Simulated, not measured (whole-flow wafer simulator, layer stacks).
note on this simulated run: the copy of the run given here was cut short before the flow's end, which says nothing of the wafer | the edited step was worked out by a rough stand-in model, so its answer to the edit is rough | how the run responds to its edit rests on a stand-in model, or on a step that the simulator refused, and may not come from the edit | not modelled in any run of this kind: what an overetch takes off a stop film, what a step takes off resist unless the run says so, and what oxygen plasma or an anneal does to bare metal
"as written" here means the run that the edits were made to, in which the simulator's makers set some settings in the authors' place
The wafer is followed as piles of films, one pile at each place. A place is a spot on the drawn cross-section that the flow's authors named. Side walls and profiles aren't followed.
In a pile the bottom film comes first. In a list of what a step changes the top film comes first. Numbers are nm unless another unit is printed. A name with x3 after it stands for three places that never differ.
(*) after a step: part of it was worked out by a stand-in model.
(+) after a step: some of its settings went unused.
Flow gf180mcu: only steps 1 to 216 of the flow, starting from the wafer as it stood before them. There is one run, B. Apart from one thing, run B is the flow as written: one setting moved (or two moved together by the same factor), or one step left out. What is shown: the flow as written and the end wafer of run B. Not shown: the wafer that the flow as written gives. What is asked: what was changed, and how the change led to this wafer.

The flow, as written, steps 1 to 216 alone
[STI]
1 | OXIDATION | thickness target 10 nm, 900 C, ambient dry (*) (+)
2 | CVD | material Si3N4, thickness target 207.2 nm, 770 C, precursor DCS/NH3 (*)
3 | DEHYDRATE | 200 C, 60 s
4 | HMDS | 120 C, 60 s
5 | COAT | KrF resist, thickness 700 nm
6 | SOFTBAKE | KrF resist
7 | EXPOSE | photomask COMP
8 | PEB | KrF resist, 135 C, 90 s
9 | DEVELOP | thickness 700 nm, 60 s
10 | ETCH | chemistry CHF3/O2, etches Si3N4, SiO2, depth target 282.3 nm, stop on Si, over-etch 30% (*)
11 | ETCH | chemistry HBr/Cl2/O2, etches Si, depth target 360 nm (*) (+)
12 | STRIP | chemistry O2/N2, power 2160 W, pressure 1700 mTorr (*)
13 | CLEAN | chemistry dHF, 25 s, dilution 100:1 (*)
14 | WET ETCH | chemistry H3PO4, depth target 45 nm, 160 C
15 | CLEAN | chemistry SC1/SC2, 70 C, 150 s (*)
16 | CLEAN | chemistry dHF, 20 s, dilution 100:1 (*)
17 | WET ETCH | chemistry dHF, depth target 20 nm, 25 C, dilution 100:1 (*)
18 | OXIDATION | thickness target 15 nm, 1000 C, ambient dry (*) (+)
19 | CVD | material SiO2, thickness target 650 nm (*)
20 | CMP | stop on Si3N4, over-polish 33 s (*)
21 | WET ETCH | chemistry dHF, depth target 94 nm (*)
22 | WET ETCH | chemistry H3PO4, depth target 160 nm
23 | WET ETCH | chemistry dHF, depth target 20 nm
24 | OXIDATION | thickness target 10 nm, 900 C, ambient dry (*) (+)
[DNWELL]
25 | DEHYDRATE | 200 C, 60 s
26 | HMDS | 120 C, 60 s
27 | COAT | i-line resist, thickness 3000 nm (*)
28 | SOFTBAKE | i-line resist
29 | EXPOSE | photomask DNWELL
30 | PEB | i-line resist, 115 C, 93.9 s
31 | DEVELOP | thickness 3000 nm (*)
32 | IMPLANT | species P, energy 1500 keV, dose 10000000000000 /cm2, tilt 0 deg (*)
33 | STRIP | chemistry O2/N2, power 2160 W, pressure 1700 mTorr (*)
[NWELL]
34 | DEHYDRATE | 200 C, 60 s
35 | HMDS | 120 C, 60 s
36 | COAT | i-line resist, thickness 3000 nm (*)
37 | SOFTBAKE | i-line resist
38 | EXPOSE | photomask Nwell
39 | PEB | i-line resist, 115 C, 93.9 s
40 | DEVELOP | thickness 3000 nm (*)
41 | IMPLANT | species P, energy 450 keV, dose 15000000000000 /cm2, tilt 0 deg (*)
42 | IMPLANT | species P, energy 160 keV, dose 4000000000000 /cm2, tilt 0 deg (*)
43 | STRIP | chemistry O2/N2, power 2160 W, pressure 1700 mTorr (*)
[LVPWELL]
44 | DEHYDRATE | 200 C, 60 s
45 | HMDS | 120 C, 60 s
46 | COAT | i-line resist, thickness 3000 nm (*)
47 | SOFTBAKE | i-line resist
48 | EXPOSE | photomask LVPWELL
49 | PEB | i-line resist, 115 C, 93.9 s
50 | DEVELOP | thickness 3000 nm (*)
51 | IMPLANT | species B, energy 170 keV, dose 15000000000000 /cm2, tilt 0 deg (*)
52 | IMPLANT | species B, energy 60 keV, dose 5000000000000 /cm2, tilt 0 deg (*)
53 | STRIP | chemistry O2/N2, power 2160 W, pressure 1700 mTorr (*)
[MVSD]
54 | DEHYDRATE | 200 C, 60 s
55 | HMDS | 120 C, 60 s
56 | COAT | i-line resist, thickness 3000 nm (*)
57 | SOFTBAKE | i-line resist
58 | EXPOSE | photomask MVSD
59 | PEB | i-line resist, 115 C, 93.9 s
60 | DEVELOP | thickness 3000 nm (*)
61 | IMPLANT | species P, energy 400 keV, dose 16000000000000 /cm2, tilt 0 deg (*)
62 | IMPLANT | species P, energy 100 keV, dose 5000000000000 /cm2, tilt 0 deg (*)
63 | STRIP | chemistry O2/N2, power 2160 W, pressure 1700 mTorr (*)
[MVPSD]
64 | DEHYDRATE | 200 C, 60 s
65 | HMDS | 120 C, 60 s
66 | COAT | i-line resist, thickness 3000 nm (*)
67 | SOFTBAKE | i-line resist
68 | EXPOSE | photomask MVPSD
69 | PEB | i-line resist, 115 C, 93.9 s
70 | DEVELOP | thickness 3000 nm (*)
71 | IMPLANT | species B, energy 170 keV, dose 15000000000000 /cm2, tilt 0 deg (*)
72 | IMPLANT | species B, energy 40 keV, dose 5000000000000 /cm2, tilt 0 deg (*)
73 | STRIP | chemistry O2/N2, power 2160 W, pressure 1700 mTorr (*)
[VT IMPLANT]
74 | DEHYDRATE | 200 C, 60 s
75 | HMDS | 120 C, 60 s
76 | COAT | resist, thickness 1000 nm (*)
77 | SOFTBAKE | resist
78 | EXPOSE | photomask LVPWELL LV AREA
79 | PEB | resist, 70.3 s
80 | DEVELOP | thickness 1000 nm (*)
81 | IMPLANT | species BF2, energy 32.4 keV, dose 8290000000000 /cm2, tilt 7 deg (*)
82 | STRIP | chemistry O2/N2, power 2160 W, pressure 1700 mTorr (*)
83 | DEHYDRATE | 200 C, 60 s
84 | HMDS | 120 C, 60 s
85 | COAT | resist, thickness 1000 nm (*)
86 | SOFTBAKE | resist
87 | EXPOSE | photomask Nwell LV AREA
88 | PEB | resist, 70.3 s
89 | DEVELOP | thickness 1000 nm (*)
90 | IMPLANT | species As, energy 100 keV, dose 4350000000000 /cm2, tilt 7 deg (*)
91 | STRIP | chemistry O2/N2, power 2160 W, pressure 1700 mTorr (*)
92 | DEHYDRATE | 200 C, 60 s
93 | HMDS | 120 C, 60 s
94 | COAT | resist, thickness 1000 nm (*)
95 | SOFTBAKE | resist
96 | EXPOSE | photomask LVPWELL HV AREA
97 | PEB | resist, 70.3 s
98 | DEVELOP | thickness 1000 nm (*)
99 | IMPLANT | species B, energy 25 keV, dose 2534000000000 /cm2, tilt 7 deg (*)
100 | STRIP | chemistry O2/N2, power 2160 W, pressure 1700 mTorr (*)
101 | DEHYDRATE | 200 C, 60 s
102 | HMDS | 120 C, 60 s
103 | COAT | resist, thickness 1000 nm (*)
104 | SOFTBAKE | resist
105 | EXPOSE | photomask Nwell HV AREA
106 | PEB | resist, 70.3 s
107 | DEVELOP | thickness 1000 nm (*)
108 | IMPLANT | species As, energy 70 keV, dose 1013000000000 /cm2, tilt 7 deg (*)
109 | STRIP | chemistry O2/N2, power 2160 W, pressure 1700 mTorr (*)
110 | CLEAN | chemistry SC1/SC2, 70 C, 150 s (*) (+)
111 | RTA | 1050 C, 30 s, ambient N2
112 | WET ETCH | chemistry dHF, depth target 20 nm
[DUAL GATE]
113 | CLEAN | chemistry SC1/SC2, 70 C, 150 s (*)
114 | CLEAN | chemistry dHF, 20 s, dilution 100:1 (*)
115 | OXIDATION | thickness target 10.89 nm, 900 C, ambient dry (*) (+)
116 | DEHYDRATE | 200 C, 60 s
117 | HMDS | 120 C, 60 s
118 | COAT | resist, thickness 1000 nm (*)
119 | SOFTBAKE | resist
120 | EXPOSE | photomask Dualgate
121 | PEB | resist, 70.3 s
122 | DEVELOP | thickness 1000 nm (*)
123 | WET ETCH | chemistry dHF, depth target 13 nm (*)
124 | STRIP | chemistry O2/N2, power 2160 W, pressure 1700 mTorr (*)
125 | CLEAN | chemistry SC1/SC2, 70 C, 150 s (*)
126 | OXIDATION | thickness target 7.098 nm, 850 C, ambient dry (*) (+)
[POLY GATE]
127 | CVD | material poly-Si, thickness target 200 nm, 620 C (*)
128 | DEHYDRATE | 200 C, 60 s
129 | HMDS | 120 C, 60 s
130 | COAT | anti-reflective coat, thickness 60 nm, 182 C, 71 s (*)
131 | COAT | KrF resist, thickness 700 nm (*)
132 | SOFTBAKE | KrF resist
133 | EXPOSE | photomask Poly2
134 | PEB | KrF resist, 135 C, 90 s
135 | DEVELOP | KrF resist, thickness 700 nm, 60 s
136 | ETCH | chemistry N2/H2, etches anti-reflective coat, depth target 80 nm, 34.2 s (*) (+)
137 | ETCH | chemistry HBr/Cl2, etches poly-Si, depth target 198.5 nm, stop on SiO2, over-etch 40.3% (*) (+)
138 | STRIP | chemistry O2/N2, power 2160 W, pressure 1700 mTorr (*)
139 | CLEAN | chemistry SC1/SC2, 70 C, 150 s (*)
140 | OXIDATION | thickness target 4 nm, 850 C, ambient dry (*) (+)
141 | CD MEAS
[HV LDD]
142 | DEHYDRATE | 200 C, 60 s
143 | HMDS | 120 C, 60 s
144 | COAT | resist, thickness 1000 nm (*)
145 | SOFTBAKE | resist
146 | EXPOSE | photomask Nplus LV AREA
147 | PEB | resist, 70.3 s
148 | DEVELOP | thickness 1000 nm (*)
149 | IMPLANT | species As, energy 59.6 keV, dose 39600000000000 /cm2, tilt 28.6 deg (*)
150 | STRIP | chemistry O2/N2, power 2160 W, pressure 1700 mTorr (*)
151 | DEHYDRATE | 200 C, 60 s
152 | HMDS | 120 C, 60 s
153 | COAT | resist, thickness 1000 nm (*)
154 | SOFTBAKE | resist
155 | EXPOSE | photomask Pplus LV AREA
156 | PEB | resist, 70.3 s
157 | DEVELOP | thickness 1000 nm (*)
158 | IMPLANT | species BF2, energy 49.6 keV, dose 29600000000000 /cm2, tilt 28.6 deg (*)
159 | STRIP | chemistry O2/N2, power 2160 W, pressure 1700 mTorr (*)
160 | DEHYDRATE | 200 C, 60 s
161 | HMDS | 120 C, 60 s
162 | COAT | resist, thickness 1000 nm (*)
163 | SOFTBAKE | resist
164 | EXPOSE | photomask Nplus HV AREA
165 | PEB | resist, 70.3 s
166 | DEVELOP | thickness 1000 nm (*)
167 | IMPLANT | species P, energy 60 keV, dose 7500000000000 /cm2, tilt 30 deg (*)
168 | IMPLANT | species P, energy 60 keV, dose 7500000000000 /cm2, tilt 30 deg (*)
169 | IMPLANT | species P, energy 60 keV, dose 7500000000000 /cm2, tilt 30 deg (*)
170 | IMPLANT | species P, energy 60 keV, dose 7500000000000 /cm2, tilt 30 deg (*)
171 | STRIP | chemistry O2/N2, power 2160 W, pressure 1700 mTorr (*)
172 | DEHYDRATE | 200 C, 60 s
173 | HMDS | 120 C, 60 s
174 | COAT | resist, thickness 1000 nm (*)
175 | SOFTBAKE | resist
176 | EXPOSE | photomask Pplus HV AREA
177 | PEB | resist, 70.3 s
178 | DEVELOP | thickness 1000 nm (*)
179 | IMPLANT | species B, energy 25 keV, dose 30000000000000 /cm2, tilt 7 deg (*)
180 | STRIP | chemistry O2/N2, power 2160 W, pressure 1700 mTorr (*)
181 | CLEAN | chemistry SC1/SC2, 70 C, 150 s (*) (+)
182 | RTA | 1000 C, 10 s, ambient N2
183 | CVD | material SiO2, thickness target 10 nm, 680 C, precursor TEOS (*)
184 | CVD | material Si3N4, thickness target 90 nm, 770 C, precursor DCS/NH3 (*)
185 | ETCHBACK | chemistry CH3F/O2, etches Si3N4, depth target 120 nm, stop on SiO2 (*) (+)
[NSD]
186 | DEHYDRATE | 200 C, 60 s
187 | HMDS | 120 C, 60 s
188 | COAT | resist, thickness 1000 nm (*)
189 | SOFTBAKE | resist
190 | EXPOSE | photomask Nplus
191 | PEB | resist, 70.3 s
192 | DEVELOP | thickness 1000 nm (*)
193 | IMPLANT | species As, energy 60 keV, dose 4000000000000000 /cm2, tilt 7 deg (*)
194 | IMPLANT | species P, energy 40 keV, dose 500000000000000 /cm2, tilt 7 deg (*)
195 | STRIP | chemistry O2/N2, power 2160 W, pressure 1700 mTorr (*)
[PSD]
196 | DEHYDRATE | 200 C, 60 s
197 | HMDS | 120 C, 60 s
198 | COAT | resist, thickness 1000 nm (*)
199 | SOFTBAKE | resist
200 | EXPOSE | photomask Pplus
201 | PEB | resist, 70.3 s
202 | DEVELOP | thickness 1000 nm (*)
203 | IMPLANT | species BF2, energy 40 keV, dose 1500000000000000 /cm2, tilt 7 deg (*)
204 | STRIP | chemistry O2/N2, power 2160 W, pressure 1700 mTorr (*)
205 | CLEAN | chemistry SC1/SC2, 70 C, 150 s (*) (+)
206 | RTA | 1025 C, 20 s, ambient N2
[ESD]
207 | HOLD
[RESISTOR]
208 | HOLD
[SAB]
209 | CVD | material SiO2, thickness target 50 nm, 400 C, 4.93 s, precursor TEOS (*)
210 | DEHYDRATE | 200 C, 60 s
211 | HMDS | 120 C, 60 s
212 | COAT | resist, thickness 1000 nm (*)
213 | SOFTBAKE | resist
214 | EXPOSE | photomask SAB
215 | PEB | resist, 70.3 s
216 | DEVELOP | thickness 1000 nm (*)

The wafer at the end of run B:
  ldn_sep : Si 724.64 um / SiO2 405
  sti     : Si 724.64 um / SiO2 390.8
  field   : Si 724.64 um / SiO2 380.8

What caused this: step 21, WET ETCH: depth target 127 nm was run, whereas the flow has depth target 94 nm.

The path from the change to this, step by step:
  21 | WET ETCH | chemistry dHF, depth target 94 nm (*)
      active, n_well, p_well and 40 more: Si3N4 loses 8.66 (it would be, as written: Si3N4 loses 6.43)
      field, field_sub, sti and 34 more: SiO2 loses 127 (it would be, as written: SiO2 loses 94)
  28 | SOFTBAKE | i-line resist
      field_sub: nothing (it would be, as written: i-line resist gains 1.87)
      gate_p: nothing (it would be, as written: i-line resist gains 1.26)
      (also at 56 further places)
  37 | SOFTBAKE | i-line resist
      field_sub: nothing (it would be, as written: i-line resist gains 1.87)
      gate_p: nothing (it would be, as written: i-line resist gains 1.26)
      (also at 56 further places)
  47 | SOFTBAKE | i-line resist
      field_sub: nothing (it would be, as written: i-line resist gains 1.87)
      gate_p: nothing (it would be, as written: i-line resist gains 1.26)
      (also at 56 further places)
  57 | SOFTBAKE | i-line resist
      field_sub: nothing (it would be, as written: i-line resist gains 1.87)
      gate_p: nothing (it would be, as written: i-line resist gains 1.26)
      (also at 56 further places)
  67 | SOFTBAKE | i-line resist
      field_sub: nothing (it would be, as written: i-line resist gains 1.87)
      gate_p: nothing (it would be, as written: i-line resist gains 1.26)
      (also at 56 further places)
  76 | COAT | resist, thickness 1000 nm (*)
      p_well, spacer, sd_n: resist gains 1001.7 (new film) (it would be, as written: resist gains 1033.8 (new film))
      nplus_u: resist gains 1000.2 (new film) (it would be, as written: resist gains 1023.3 (new film))
      (also at 13 further places)
  77 | SOFTBAKE | resist
      contact, m1: nothing (it would be, as written: resist loses 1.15)
      field: resist gains 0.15 (it would be, as written: resist loses 0.74)
      (also at 41 further places)
  80 | DEVELOP | thickness 1000 nm (*)
      p_well, spacer, sd_n: resist loses 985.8 (all of it) (it would be, as written: resist loses 1017.4 (all of it))
      gate: resist loses 984.8 (all of it) (it would be, as written: resist loses 1004.9 (all of it))
      (also at 2 further places)
  82 | STRIP | chemistry O2/N2, power 2160 W, pressure 1700 mTorr (*)
      ldn_acc, ldn_drn: resist loses 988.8 (all of it) (it would be, as written: resist loses 1009.2 (all of it))
      sd_p_hv: resist loses 984.8 (all of it) (it would be, as written: resist loses 1005.3 (all of it))
      (also at 15 further places)
  85 | COAT | resist, thickness 1000 nm (*)
      p_well, spacer, sd_n: resist gains 1001.7 (new film) (it would be, as written: resist gains 1033.8 (new film))
      nplus_u: resist gains 1000.2 (new film) (it would be, as written: resist gains 1023.3 (new film))
      (also at 13 further places)
  86 | SOFTBAKE | resist
      contact, m1: nothing (it would be, as written: resist loses 1.15)
      field: resist gains 0.15 (it would be, as written: resist loses 0.74)
      (also at 41 further places)
  89 | DEVELOP | thickness 1000 nm (*)
      pplus_u: resist loses 984.7 (all of it) (it would be, as written: resist loses 1009.2 (all of it))
      iso_ntap_nw: resist loses 986.5 (all of it) (it would be, as written: resist loses 1011.9 (all of it))
      (also at 1 further place)
  91 | STRIP | chemistry O2/N2, power 2160 W, pressure 1700 mTorr (*)
      p_well, spacer, sd_n: resist loses 985.8 (all of it) (it would be, as written: resist loses 1017.4 (all of it))
      ldn_acc, ldn_drn: resist loses 988.8 (all of it) (it would be, as written: resist loses 1009.2 (all of it))
      (also at 16 further places)
  94 | COAT | resist, thickness 1000 nm (*)
      p_well, spacer, sd_n: resist gains 1001.7 (new film) (it would be, as written: resist gains 1033.8 (new film))
      nplus_u: resist gains 1000.2 (new film) (it would be, as written: resist gains 1023.3 (new film))
      (also at 13 further places)
  95 | SOFTBAKE | resist
      contact, m1: nothing (it would be, as written: resist loses 1.15)
      field: resist gains 0.15 (it would be, as written: resist loses 0.74)
      (also at 41 further places)
  ... 47 further steps ...
  216 | DEVELOP | thickness 1000 nm (*)
      p_well, sd_n: resist loses 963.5 (all of it) (it would be, as written: resist loses 996.4 (all of it))
      field__w6: resist loses 1071.4 (all of it) (it would be, as written: resist loses 1026.2 (all of it))
      (also at 23 further places)
